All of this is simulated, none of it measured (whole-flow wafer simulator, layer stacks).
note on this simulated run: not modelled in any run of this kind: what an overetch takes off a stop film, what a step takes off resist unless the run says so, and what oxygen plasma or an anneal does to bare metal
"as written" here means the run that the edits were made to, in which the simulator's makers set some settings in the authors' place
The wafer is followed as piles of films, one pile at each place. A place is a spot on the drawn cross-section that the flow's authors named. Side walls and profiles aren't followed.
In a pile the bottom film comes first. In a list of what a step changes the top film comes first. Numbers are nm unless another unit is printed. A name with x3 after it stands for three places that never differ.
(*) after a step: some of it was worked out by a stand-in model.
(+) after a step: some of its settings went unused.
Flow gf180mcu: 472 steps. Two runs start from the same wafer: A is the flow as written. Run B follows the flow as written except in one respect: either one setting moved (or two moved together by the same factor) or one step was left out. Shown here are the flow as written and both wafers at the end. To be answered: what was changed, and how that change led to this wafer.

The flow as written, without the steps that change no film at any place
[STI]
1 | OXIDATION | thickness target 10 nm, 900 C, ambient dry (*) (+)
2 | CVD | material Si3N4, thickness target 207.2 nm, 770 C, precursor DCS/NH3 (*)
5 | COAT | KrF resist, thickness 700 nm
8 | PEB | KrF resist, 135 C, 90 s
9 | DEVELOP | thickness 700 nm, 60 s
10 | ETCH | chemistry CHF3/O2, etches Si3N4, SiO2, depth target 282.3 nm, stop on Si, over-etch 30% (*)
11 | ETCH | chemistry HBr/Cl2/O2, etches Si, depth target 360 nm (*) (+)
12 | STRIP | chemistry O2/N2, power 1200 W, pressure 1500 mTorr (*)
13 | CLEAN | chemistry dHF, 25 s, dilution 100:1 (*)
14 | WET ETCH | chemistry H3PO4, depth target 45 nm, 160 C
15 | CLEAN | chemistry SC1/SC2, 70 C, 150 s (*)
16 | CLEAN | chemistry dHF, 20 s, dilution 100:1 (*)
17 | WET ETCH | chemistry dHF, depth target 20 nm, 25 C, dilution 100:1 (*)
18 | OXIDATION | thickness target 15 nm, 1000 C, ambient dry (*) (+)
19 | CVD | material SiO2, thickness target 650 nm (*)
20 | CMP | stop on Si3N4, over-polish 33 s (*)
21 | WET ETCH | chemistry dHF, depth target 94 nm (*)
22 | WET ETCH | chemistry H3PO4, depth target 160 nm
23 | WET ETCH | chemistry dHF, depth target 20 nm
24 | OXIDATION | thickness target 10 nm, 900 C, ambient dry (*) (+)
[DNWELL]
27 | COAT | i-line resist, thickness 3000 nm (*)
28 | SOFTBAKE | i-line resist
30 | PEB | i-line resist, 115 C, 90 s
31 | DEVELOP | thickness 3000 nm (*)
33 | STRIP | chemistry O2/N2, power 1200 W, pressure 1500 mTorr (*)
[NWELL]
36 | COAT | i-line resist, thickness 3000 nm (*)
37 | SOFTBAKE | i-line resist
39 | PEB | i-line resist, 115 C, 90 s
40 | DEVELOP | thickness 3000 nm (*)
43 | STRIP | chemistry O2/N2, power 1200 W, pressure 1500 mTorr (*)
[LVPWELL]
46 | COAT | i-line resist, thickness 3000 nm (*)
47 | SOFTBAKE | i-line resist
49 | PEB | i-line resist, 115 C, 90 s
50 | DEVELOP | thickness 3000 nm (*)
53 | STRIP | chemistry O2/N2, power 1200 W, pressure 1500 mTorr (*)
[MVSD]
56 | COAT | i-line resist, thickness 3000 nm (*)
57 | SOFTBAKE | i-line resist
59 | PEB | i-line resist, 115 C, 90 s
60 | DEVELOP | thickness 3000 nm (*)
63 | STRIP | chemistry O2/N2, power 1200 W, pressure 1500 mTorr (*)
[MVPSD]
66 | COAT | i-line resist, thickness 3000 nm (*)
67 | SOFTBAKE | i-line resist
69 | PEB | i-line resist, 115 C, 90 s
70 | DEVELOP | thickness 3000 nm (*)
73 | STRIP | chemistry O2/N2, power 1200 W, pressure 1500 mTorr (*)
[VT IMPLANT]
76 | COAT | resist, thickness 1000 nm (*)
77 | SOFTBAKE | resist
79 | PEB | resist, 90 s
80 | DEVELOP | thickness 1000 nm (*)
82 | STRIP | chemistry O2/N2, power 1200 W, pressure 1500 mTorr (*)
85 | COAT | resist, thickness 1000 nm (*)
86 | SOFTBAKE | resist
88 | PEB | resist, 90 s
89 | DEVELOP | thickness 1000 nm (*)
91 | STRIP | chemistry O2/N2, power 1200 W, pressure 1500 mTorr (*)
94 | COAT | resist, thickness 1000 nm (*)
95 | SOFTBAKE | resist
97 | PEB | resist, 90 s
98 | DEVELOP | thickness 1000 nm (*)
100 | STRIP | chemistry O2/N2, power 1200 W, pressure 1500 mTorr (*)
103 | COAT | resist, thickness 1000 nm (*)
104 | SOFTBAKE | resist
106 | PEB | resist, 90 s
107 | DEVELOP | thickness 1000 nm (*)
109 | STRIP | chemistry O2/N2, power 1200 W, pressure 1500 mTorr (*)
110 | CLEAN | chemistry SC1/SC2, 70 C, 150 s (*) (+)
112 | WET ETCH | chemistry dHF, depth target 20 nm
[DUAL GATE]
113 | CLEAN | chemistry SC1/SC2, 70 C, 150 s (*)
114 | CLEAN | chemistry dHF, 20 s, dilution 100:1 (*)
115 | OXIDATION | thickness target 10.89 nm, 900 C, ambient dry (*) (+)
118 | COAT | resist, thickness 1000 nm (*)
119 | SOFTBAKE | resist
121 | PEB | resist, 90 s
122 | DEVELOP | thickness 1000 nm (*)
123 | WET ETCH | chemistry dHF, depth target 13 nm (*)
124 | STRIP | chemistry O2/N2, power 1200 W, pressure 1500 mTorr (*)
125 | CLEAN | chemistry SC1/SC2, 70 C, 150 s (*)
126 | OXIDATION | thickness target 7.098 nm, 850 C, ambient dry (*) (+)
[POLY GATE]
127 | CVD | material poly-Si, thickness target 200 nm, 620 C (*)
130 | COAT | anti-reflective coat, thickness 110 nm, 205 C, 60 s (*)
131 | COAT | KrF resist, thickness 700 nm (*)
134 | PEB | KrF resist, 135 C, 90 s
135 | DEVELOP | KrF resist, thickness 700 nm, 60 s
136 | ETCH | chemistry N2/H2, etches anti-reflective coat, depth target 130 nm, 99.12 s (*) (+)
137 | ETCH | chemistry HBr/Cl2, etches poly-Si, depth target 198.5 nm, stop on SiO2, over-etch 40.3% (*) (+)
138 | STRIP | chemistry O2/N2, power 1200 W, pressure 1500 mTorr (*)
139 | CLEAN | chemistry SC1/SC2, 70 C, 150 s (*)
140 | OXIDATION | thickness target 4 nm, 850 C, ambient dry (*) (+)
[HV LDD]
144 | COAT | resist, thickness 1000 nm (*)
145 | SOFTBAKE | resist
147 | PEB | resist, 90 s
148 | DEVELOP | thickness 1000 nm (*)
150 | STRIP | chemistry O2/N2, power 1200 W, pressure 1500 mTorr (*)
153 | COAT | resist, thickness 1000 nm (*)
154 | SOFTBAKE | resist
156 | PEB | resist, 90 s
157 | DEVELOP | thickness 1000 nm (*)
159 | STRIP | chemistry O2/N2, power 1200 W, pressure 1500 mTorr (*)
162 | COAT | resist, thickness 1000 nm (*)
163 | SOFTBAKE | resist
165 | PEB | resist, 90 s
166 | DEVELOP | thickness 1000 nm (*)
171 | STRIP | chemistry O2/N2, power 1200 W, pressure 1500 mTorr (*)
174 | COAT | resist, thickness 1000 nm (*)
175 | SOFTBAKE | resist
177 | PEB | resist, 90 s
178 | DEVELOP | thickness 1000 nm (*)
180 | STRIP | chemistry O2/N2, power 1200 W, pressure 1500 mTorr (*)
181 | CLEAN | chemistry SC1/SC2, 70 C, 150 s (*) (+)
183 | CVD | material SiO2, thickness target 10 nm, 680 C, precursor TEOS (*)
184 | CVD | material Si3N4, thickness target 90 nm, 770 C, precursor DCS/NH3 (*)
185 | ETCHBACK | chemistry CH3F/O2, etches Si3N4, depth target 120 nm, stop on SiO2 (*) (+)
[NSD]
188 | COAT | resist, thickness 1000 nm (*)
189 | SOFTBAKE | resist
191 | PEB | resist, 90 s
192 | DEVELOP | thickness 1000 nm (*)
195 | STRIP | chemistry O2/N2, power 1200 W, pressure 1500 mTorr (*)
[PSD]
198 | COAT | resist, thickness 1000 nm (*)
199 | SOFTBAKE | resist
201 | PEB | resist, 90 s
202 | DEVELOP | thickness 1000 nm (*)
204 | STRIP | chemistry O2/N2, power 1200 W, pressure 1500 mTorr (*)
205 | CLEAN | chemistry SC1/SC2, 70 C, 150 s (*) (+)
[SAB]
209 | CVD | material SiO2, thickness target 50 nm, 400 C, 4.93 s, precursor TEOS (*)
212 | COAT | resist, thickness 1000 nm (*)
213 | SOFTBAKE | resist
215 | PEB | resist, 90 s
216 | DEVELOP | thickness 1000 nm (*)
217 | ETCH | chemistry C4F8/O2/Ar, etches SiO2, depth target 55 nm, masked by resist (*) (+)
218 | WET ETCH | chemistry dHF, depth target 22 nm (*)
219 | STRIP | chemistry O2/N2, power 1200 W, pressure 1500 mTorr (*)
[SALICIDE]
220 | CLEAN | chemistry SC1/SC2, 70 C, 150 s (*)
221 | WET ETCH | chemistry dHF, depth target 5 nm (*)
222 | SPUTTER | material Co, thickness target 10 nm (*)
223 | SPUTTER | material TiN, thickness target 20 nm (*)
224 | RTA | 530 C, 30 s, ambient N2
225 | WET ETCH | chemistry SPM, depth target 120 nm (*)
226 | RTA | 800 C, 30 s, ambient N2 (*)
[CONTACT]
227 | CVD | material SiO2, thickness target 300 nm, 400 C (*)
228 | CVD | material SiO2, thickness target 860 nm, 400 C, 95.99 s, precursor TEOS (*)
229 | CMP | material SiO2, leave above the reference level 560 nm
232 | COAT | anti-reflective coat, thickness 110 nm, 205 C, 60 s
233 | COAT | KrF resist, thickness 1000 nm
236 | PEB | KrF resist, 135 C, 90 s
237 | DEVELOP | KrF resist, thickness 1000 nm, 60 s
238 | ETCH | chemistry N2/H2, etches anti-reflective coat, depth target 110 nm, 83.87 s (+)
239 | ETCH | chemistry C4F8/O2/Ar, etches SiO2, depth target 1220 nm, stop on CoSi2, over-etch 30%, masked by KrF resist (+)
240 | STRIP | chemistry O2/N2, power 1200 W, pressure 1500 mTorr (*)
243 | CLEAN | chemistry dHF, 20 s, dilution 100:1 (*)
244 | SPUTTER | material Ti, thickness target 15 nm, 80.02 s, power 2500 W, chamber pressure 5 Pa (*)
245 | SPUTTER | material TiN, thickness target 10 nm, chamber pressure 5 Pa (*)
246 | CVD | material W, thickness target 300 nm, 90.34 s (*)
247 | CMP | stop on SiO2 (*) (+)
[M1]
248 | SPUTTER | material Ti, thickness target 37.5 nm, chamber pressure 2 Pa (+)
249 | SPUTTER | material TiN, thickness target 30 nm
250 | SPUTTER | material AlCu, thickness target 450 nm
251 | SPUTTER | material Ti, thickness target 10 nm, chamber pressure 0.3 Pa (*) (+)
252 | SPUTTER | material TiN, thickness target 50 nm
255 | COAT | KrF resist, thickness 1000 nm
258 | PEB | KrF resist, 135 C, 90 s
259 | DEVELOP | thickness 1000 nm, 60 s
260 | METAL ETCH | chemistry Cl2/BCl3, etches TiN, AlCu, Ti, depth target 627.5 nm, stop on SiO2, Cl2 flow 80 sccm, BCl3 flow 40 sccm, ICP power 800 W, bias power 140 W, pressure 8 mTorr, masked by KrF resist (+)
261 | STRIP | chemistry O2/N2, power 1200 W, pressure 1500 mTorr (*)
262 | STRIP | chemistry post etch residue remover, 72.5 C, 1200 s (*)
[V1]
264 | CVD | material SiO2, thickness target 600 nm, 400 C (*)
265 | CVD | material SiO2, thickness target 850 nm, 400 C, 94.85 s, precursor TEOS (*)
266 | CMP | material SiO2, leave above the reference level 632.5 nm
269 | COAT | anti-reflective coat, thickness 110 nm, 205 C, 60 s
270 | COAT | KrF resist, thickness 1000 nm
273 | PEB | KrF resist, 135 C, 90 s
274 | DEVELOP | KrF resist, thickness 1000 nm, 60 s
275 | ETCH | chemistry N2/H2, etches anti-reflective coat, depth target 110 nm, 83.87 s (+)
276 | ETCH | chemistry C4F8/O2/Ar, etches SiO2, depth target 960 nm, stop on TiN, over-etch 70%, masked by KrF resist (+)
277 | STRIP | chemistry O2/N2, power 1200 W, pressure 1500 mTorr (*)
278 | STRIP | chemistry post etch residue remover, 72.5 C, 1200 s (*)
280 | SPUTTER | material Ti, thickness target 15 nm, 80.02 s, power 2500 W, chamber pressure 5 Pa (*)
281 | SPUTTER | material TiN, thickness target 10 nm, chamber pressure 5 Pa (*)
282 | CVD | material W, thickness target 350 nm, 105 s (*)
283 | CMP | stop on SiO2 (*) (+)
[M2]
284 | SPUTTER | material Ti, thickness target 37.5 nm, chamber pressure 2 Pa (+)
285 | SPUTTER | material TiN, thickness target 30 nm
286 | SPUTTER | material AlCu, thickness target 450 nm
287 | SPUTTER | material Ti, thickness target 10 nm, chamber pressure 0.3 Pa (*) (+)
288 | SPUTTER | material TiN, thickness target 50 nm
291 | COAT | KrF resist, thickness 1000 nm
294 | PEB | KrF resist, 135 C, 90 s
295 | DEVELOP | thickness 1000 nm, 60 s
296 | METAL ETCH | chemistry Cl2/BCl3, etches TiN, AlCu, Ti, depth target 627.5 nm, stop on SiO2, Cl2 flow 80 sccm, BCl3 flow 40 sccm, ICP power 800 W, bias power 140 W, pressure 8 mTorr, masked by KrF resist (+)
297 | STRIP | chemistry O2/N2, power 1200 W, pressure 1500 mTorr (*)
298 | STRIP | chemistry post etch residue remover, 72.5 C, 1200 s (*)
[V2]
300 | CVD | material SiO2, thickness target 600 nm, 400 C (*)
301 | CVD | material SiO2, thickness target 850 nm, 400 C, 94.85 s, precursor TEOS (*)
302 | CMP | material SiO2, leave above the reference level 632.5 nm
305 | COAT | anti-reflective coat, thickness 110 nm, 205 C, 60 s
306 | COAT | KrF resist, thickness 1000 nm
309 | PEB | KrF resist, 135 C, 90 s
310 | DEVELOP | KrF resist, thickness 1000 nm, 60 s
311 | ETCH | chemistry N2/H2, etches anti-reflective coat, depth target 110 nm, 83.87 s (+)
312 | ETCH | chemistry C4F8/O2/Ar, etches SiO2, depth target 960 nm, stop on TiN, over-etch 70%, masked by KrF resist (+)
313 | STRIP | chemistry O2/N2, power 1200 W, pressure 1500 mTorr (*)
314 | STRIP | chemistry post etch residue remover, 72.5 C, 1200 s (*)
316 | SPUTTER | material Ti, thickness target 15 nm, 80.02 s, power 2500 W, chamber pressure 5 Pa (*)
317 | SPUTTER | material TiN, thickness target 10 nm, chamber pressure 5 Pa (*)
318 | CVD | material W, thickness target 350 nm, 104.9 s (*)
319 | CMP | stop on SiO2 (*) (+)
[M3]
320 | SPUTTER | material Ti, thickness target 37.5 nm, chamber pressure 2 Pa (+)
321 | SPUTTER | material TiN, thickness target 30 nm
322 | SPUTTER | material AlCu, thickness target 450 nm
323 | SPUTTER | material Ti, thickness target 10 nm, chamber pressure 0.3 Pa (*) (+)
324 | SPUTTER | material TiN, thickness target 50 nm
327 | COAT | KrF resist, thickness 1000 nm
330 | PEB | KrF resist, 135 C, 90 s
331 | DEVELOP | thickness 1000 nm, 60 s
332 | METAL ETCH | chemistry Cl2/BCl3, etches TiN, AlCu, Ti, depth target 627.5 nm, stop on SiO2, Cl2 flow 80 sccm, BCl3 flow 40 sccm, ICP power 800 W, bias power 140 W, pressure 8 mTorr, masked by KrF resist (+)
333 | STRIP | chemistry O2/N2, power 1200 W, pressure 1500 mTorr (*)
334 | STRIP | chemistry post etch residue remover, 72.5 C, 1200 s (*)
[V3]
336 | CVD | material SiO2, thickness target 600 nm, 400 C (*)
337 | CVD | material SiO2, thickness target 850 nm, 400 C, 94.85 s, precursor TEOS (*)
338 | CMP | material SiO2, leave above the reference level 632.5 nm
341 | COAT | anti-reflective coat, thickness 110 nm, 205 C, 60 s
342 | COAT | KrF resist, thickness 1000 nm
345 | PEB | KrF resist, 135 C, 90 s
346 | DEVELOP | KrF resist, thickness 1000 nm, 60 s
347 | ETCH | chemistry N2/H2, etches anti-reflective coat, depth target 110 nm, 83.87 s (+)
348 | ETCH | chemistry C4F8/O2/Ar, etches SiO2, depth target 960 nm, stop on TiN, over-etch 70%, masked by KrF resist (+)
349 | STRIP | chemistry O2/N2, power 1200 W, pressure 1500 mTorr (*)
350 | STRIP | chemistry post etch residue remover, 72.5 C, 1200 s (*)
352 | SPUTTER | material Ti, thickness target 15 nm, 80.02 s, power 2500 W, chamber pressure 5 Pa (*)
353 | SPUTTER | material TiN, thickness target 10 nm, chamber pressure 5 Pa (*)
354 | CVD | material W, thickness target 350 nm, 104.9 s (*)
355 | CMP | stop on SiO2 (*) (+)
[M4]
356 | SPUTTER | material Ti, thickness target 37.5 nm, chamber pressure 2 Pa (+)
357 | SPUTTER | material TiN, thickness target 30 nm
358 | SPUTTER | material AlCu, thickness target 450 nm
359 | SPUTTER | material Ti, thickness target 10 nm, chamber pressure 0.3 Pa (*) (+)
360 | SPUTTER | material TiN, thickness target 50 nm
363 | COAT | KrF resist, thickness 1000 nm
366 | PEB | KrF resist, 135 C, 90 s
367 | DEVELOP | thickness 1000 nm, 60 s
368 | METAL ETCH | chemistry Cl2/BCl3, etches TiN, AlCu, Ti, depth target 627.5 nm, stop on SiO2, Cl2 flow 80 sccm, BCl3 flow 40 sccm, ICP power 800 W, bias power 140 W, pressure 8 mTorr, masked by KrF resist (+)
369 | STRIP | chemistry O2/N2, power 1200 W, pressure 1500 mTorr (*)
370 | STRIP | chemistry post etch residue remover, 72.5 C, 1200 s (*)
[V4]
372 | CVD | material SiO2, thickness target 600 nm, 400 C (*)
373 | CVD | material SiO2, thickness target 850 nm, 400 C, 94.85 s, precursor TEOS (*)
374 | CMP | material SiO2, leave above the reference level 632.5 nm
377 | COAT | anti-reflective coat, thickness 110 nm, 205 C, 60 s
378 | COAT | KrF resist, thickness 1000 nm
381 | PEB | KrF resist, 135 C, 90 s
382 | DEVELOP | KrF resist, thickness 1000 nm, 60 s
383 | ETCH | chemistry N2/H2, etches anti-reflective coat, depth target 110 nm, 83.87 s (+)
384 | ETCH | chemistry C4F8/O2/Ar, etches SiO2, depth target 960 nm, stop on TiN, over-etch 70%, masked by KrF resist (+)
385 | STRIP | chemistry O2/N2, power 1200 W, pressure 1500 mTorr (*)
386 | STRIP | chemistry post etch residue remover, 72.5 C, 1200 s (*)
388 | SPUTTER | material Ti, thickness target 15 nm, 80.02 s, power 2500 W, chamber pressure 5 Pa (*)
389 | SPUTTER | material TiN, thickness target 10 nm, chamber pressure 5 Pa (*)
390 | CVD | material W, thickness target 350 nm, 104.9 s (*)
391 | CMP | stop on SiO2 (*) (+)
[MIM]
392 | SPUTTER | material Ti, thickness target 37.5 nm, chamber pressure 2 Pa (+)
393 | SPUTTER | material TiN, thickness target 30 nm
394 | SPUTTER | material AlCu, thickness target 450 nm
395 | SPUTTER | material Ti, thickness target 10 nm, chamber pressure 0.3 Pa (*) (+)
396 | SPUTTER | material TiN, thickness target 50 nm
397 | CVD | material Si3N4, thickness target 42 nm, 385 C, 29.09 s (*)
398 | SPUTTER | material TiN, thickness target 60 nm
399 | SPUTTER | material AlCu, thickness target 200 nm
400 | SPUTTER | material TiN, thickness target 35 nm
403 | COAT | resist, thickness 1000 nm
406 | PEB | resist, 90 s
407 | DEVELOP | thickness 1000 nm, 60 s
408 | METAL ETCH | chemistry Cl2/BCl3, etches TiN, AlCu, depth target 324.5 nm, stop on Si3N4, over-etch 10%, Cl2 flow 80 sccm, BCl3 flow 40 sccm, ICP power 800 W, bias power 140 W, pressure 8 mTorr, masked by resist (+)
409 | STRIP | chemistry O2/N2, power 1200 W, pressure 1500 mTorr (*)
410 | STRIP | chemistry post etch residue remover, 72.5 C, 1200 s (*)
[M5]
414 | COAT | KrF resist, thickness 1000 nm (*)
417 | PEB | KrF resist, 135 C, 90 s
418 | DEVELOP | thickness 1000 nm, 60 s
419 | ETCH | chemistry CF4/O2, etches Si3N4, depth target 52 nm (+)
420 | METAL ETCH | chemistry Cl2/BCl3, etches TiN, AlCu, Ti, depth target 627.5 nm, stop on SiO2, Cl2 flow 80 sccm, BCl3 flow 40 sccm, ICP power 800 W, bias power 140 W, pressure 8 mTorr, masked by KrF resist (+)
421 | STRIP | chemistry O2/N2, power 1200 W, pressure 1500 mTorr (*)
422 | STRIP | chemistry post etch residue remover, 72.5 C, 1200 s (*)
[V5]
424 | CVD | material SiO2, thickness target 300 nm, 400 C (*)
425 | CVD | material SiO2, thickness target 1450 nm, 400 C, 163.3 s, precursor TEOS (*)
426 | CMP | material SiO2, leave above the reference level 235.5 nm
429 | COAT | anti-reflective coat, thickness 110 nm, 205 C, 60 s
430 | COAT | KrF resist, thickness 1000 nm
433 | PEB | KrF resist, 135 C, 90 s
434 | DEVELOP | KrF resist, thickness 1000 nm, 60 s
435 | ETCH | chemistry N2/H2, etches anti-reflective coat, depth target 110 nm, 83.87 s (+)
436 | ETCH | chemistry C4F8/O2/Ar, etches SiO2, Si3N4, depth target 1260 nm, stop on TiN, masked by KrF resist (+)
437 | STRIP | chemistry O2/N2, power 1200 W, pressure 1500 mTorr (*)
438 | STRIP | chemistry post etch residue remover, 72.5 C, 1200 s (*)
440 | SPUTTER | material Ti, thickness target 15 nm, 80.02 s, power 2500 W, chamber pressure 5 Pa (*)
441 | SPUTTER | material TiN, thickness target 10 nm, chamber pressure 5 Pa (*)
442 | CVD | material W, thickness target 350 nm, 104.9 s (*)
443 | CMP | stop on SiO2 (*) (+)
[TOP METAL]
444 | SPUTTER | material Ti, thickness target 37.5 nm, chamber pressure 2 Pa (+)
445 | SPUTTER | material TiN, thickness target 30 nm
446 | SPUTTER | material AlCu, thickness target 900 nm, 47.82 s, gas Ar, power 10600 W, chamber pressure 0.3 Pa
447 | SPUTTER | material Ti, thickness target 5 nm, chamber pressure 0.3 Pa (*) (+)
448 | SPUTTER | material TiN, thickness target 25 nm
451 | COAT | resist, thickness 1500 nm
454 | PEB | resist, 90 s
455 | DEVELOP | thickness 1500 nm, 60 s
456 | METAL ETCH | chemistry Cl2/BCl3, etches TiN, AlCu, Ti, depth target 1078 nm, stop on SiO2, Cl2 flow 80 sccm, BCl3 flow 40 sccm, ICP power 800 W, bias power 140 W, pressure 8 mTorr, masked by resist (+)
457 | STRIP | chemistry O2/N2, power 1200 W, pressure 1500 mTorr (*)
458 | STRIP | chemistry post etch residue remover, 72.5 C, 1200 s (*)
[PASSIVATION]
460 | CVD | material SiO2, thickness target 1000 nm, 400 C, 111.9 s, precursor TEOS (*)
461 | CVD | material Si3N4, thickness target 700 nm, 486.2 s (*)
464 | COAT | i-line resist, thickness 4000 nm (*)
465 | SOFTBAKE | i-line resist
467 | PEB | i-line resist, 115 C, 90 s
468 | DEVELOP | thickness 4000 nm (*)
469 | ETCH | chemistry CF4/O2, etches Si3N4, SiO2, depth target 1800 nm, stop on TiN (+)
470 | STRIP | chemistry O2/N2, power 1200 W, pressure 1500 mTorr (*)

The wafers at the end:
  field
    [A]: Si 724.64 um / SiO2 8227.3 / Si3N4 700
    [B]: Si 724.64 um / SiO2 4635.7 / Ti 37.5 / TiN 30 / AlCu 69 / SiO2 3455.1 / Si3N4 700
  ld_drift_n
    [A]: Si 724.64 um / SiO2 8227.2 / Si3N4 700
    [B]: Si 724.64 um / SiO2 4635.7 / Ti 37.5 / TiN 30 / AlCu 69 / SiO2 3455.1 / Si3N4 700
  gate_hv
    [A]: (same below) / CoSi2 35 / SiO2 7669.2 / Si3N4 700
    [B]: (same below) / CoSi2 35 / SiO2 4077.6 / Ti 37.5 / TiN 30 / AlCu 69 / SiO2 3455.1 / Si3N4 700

The reason: step 368, METAL ETCH: depth target 435.3 nm was run, whereas the flow has depth target 627.5 nm.

Step by step, how the change led to this:
  368 | METAL ETCH | chemistry Cl2/BCl3, etches TiN, AlCu, Ti, depth target 627.5 nm, stop on SiO2, Cl2 flow 80 sccm, BCl3 flow 40 sccm, ICP power 800 W, bias power 140 W, pressure 8 mTorr, masked by KrF resist (+)
      field, field__w1, field__w2 and 103 more: A -50 TiN (all of it), -10 Ti (all of it), -450 AlCu (all of it), -30 TiN (all of it), -37.5 Ti (all of it) | B -50 TiN (all of it), -10 Ti (all of it), -375.3 AlCu
      field__w8, contact, m1, m1__w1, m1_nw: A -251 KrF resist | B -174.1 KrF resist
  369 | STRIP | chemistry O2/N2, power 1200 W, pressure 1500 mTorr (*)
      field__w8, contact, m1, m1__w1, m1_nw: A -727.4 KrF resist (all of it) | B -804.3 KrF resist (all of it)
  370 | STRIP | chemistry post etch residue remover, 72.5 C, 1200 s (*)
      field, field__w1, field__w2 and 103 more: A nothing | B -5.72 AlCu
  372 | CVD | material SiO2, thickness target 600 nm, 400 C (*)
      field, field__w1, field__w2 and 103 more: A +600 SiO2 | B +600 SiO2 (new film)
  374 | CMP | material SiO2, leave above the reference level 632.5 nm
      field, field__w1, field__w2 and 103 more: A -300 SiO2 | B -436.5 SiO2
If metal films that touch count as one body, field has 1 body; the flow as written gives 0 bodies.
If metal films that touch count as one body, ld_drift_n has 1 body; the flow as written gives 0 bodies.
If metal films that touch count as one body, gate_hv has 2 bodies (between them, from the top down: SiO2 4077.6); the flow as written gives 1 body.
